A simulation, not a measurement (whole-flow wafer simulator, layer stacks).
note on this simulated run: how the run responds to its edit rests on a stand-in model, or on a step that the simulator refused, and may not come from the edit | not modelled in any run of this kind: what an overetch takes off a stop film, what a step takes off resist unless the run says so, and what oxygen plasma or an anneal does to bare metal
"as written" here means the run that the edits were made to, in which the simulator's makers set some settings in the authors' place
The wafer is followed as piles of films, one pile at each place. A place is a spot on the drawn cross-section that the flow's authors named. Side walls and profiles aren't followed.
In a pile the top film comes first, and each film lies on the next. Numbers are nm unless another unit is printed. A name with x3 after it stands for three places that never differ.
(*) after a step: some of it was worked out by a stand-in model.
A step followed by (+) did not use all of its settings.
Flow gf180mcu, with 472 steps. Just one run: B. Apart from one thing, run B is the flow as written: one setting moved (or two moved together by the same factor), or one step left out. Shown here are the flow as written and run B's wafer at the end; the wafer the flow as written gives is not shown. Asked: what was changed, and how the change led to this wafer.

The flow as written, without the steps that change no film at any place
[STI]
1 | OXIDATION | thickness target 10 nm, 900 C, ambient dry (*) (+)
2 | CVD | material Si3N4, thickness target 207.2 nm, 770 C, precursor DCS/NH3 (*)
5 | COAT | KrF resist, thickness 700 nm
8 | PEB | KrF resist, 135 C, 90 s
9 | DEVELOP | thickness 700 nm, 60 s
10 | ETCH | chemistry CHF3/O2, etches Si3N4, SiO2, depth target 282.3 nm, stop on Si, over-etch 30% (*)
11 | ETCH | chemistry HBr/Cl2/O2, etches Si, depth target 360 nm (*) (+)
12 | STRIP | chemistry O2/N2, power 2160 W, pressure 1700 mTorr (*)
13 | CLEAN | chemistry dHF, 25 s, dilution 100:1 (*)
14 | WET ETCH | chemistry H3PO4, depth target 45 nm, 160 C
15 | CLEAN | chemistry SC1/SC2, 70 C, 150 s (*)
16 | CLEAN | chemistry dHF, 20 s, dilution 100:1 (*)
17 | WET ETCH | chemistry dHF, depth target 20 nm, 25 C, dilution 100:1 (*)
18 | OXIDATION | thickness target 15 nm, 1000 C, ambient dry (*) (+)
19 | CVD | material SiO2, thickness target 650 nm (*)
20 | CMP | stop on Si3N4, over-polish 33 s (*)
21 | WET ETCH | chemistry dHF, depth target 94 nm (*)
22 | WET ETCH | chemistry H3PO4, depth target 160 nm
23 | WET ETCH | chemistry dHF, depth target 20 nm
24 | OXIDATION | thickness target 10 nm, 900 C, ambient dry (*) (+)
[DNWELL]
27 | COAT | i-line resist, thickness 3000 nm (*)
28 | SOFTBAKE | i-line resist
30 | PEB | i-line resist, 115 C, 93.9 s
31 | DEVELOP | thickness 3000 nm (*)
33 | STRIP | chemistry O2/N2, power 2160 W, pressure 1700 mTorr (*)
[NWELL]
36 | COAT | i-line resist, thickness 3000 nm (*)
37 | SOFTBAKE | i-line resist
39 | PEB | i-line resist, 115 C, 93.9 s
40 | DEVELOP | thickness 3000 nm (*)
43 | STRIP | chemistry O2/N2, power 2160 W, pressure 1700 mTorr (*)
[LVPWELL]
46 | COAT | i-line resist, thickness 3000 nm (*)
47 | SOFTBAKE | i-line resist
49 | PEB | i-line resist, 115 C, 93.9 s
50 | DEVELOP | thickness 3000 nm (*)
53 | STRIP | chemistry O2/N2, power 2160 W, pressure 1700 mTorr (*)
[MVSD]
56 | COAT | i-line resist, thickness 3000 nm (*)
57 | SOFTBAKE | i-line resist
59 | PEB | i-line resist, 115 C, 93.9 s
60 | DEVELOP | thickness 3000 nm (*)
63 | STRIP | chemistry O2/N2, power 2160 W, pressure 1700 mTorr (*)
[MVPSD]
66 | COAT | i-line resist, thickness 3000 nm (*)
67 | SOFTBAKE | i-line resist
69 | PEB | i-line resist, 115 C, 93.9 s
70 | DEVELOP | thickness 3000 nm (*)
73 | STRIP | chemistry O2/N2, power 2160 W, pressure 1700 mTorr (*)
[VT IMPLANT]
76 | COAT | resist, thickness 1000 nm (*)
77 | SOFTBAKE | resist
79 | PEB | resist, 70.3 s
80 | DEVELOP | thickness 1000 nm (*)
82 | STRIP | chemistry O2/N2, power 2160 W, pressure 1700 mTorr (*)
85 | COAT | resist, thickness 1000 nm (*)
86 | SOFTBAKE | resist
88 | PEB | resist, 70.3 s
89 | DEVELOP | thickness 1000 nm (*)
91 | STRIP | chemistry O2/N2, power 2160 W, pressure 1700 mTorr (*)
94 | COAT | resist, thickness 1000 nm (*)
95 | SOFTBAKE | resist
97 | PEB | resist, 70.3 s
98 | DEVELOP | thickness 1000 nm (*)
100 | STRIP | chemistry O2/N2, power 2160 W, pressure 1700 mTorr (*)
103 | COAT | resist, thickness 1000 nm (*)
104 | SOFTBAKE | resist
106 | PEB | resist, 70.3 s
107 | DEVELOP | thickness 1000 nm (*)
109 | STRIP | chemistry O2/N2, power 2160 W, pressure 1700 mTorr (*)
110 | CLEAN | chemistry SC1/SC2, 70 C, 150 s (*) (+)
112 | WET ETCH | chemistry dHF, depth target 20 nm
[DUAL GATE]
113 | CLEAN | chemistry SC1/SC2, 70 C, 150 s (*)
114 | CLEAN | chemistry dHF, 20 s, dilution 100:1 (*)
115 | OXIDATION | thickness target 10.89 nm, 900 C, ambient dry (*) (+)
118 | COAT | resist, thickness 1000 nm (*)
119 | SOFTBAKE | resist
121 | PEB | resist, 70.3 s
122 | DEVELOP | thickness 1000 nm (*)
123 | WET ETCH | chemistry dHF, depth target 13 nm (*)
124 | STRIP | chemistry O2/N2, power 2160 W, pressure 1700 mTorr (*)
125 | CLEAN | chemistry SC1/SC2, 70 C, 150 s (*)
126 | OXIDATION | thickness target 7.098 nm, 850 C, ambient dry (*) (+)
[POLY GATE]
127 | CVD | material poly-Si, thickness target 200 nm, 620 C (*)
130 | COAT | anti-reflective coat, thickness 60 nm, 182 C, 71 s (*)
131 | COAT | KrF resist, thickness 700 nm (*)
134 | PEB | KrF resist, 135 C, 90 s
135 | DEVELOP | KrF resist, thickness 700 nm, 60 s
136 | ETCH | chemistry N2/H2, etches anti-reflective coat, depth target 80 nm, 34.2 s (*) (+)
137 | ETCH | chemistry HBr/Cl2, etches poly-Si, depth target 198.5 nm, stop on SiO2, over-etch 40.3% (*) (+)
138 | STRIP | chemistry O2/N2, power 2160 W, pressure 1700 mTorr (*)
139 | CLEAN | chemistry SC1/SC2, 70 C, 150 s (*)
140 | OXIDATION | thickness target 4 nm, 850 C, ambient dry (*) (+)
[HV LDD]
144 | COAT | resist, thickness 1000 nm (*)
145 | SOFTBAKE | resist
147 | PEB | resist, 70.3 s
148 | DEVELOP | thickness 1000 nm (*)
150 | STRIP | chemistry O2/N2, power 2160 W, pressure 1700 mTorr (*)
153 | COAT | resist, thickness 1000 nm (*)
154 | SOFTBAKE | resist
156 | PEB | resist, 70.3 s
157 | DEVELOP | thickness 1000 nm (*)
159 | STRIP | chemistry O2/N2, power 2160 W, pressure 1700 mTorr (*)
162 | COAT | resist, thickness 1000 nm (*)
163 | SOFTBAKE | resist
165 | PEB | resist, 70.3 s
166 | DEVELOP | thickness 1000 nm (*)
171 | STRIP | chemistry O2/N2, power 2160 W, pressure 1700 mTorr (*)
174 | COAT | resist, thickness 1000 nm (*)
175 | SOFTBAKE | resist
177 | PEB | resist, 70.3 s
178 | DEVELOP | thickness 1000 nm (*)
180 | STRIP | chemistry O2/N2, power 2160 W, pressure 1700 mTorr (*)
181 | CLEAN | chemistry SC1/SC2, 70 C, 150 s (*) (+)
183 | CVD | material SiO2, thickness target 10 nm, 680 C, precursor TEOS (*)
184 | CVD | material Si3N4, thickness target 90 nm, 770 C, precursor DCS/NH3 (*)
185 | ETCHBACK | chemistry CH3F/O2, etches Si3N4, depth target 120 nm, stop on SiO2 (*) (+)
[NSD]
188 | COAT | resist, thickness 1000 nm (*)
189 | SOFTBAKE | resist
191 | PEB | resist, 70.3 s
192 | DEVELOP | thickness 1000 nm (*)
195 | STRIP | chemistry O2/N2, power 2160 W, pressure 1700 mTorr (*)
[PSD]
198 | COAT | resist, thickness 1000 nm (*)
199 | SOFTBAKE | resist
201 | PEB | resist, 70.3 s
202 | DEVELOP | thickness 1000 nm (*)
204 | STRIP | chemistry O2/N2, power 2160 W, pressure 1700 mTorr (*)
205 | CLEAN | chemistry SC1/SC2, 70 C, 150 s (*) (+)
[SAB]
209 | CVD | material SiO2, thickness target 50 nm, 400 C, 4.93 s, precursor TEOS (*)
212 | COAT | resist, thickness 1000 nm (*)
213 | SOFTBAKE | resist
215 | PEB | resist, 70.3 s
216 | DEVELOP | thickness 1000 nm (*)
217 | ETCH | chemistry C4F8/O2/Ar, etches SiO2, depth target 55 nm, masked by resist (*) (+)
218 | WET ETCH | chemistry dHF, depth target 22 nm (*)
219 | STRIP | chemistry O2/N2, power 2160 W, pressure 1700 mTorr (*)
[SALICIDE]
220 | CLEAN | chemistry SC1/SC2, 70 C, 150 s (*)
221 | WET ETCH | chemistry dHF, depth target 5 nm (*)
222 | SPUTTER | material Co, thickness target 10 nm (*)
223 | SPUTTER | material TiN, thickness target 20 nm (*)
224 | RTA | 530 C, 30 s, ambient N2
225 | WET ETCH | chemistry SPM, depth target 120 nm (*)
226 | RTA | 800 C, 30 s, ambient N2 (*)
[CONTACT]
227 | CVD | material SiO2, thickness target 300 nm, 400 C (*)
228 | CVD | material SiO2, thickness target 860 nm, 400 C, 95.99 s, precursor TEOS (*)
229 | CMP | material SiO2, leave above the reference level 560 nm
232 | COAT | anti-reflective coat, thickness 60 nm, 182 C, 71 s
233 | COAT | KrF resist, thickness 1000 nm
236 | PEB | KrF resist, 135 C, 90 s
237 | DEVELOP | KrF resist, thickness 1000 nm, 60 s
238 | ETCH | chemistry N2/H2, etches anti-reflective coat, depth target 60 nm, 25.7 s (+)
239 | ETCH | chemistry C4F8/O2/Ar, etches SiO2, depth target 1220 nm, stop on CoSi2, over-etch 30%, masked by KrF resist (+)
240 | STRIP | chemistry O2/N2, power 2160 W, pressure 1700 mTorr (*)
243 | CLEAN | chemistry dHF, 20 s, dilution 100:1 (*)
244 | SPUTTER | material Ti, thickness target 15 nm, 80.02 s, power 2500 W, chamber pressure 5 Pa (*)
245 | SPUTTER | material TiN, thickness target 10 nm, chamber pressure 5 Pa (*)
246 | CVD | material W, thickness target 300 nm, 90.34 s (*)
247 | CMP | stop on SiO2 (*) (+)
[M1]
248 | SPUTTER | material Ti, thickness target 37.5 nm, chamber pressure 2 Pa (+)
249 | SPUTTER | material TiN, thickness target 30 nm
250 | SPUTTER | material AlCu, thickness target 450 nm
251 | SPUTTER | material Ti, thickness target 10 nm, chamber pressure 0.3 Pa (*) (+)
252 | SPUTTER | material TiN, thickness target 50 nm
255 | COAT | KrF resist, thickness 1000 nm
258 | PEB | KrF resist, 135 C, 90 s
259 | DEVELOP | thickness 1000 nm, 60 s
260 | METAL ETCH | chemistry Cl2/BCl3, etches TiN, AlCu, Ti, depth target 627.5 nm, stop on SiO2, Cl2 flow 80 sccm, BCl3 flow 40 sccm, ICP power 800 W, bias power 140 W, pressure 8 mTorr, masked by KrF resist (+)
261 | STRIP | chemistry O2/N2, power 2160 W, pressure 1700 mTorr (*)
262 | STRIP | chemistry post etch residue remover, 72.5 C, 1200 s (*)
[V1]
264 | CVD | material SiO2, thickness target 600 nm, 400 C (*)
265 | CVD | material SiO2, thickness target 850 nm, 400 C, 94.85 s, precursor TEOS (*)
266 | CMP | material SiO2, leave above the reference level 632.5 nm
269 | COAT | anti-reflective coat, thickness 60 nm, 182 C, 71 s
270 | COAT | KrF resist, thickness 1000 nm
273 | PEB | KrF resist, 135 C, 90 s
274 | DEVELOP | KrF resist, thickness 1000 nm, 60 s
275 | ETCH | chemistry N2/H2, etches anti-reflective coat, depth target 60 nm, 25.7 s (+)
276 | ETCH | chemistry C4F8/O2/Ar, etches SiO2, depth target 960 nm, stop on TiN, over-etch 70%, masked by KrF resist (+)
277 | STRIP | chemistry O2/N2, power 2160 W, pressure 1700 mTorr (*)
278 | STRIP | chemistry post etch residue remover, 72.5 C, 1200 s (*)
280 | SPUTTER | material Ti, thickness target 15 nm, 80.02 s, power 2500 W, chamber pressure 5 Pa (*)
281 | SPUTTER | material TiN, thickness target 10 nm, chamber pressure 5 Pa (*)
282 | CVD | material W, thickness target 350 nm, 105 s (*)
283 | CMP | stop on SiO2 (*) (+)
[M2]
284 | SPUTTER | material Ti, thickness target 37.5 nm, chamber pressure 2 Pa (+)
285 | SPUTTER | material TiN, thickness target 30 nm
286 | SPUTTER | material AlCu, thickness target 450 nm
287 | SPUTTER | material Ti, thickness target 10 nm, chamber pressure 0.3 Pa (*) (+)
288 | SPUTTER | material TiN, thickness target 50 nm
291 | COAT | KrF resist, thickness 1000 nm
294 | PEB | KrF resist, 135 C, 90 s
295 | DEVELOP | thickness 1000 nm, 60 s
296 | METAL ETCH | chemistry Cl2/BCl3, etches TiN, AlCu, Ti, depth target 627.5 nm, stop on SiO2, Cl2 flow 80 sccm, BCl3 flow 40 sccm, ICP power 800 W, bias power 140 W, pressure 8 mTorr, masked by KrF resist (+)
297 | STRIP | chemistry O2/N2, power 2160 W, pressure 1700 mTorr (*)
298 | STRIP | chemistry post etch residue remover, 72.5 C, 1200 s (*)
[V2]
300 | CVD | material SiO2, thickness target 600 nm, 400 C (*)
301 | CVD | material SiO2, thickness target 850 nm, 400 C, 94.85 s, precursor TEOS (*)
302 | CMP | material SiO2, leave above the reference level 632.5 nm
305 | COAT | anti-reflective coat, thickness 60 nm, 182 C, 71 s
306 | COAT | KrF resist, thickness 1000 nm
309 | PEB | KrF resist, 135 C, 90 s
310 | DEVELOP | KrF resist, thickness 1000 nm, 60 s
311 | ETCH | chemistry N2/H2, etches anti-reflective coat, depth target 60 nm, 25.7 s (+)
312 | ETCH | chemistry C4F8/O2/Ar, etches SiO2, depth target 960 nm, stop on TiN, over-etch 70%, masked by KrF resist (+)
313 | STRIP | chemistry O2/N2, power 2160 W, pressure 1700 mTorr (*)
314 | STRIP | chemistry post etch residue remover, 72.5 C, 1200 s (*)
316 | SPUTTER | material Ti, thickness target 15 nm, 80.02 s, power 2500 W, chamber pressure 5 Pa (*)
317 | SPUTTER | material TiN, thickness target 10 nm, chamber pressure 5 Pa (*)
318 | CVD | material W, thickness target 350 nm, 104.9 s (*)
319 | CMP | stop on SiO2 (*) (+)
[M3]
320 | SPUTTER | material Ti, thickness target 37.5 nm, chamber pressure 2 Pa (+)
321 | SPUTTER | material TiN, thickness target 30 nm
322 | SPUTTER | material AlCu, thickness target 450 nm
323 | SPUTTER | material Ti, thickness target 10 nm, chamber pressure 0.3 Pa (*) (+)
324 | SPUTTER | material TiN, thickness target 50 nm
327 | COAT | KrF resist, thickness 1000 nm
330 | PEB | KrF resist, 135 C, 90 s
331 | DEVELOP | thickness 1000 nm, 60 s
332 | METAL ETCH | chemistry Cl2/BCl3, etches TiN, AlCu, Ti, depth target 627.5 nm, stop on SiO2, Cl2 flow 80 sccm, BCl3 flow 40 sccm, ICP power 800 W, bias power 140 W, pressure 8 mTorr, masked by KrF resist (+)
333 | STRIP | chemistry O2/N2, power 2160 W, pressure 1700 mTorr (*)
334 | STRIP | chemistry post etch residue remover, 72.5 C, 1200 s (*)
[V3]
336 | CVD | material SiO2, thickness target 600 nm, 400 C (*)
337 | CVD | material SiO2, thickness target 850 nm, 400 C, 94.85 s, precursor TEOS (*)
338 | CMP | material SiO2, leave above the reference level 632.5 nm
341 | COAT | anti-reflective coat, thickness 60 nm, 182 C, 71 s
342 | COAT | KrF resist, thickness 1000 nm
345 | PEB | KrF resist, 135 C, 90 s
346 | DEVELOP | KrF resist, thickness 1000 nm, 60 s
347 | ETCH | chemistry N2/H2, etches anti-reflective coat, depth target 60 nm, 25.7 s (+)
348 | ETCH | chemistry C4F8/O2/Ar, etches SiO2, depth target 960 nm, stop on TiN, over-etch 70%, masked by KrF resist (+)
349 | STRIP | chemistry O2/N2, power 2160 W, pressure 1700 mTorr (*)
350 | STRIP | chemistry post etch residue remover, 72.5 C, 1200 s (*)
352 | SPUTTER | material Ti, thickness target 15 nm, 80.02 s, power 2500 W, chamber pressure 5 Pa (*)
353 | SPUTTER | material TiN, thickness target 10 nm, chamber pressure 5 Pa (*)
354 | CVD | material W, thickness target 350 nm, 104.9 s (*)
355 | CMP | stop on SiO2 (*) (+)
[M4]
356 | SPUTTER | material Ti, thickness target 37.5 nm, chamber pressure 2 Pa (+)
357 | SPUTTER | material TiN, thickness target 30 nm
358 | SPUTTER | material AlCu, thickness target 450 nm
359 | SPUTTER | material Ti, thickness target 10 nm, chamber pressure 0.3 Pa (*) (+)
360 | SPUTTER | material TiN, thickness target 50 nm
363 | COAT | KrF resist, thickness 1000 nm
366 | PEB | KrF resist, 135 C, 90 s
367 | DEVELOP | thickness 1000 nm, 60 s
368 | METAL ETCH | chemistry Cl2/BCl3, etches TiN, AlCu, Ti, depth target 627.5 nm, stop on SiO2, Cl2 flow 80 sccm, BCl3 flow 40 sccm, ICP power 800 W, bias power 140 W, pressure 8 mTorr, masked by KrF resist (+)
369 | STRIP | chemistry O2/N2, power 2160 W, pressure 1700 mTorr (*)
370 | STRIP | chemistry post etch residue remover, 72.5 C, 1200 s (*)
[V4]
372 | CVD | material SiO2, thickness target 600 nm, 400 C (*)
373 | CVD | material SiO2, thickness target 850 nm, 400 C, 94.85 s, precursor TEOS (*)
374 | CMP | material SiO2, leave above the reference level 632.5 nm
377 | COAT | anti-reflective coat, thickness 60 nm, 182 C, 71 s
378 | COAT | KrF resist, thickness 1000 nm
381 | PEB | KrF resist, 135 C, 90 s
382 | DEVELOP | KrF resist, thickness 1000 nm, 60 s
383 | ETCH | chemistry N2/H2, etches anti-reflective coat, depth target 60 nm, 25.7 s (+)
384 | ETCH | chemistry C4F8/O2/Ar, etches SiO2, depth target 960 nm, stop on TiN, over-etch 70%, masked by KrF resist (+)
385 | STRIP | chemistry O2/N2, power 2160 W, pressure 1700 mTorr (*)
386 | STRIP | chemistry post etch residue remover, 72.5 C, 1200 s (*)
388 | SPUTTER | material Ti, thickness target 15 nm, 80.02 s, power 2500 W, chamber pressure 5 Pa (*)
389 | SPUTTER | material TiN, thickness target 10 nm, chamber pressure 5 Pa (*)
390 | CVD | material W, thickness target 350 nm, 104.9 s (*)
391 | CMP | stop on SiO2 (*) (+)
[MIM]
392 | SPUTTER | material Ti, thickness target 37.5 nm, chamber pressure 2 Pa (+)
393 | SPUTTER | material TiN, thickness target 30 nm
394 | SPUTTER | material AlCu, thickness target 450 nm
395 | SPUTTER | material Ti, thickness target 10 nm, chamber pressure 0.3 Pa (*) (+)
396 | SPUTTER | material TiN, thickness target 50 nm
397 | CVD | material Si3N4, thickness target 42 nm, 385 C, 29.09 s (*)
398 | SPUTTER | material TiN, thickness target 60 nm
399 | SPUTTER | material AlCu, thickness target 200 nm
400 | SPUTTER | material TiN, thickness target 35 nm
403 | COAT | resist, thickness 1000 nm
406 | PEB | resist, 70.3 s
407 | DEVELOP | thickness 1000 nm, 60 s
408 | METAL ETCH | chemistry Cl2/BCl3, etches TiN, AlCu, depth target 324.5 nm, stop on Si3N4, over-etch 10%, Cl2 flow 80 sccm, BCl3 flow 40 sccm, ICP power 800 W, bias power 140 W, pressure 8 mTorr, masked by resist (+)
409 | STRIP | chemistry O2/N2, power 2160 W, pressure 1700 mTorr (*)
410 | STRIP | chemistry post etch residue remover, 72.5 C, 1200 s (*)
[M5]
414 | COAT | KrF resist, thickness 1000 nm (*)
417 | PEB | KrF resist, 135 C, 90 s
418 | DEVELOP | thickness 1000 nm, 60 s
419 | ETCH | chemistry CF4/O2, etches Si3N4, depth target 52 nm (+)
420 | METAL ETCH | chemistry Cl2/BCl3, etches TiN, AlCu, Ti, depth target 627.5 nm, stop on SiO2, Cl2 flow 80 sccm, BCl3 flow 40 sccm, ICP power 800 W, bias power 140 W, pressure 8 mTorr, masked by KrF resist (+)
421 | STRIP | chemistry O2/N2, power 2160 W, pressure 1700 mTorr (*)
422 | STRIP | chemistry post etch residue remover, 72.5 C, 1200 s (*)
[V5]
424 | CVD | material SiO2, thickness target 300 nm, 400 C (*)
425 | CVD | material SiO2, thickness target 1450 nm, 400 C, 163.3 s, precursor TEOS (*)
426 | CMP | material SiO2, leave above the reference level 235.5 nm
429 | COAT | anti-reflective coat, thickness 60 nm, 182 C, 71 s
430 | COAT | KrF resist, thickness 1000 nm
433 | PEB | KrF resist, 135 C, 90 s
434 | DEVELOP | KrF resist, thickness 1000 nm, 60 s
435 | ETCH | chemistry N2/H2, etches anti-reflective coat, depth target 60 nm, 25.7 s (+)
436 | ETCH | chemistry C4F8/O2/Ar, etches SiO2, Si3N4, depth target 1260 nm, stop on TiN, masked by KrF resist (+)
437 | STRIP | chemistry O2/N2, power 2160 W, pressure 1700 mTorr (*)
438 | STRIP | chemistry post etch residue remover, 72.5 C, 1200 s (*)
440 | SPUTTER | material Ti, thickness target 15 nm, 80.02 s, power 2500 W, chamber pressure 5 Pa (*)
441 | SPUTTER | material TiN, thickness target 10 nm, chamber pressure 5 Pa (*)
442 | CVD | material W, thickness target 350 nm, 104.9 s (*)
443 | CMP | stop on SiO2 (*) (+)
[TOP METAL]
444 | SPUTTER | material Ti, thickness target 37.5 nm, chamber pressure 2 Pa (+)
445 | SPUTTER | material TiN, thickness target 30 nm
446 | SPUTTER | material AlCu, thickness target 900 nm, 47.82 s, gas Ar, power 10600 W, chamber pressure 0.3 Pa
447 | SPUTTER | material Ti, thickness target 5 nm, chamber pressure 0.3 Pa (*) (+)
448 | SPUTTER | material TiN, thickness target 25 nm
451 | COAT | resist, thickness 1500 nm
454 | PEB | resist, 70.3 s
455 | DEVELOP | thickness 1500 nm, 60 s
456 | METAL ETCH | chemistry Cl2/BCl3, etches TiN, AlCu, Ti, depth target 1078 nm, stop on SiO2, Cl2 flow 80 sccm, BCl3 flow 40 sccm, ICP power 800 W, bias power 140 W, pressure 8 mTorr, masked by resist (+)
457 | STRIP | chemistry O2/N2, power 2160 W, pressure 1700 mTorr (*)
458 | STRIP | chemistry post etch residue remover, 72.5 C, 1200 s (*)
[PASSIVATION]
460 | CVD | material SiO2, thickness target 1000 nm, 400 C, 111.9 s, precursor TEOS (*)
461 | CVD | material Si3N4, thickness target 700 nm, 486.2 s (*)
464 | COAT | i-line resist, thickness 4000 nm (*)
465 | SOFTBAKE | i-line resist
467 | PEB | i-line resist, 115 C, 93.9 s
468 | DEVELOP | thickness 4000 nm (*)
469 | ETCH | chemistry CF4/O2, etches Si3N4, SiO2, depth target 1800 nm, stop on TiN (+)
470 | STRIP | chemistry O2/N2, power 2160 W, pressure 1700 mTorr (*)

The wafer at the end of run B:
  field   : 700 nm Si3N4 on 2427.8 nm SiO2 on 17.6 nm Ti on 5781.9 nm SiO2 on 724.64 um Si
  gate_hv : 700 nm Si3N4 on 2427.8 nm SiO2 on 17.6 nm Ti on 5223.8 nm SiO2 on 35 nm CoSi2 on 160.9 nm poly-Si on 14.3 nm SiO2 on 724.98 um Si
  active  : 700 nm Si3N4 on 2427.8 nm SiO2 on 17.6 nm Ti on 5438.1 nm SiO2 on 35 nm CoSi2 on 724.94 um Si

Cause: step 420, METAL ETCH: depth target 558.5 nm was run, whereas the flow has depth target 627.5 nm.

Step by step, how the change led to this:
  420 | METAL ETCH | chemistry Cl2/BCl3, etches TiN, AlCu, Ti, depth target 627.5 nm, stop on SiO2, Cl2 flow 80 sccm, BCl3 flow 40 sccm, ICP power 800 W, bias power 140 W, pressure 8 mTorr, masked by KrF resist (+)
      field, field__w1, field__w2 and 101 more: -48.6 TiN (all of it), -10 Ti (all of it), -450 AlCu (all of it), -30 TiN (all of it), -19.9 Ti (as written it would have been: -48.6 TiN (all of it), -10 Ti (all of it), -450 AlCu (all of it), -30 TiN (all of it), -37.5 Ti (all of it))
      field__w4, field__w8, contact, m1, m1__w1, mim, mim_1p0, m1_nw: -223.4 KrF resist (as written it would have been: -251 KrF resist)
  421 | STRIP | chemistry O2/N2, power 2160 W, pressure 1700 mTorr (*)
      field__w8, m1__w1: -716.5 KrF resist (all of it) (as written it would have been: -688.9 KrF resist (all of it))
      contact, m1: -716.9 KrF resist (all of it) (as written it would have been: -689.3 KrF resist (all of it))
      (as well as at 4 more places)
  424 | CVD | material SiO2, thickness target 300 nm, 400 C (*)
      field, field__w1, field__w2 and 101 more: +300 SiO2 (new film) (as written it would have been: +300 SiO2)
  426 | CMP | material SiO2, leave above the reference level 235.5 nm
      field, field__w1, field__w5 and 92 more: -318.4 SiO2 (as written it would have been: -300.8 SiO2)
      field__w2, field__w3, field__w12 and 6 more: -291 SiO2 (as written it would have been: -272.7 SiO2)
With metal films that touch counted as one body, field has 1 body; the flow as written gives 0 bodies.
With metal films that touch counted as one body, gate_hv has 2 bodies (between them, from the top down: SiO2 5223.8); the flow as written gives 1 body.
With metal films that touch counted as one body, active has 2 bodies (between them, from the top down: SiO2 5438.1); the flow as written gives 1 body.
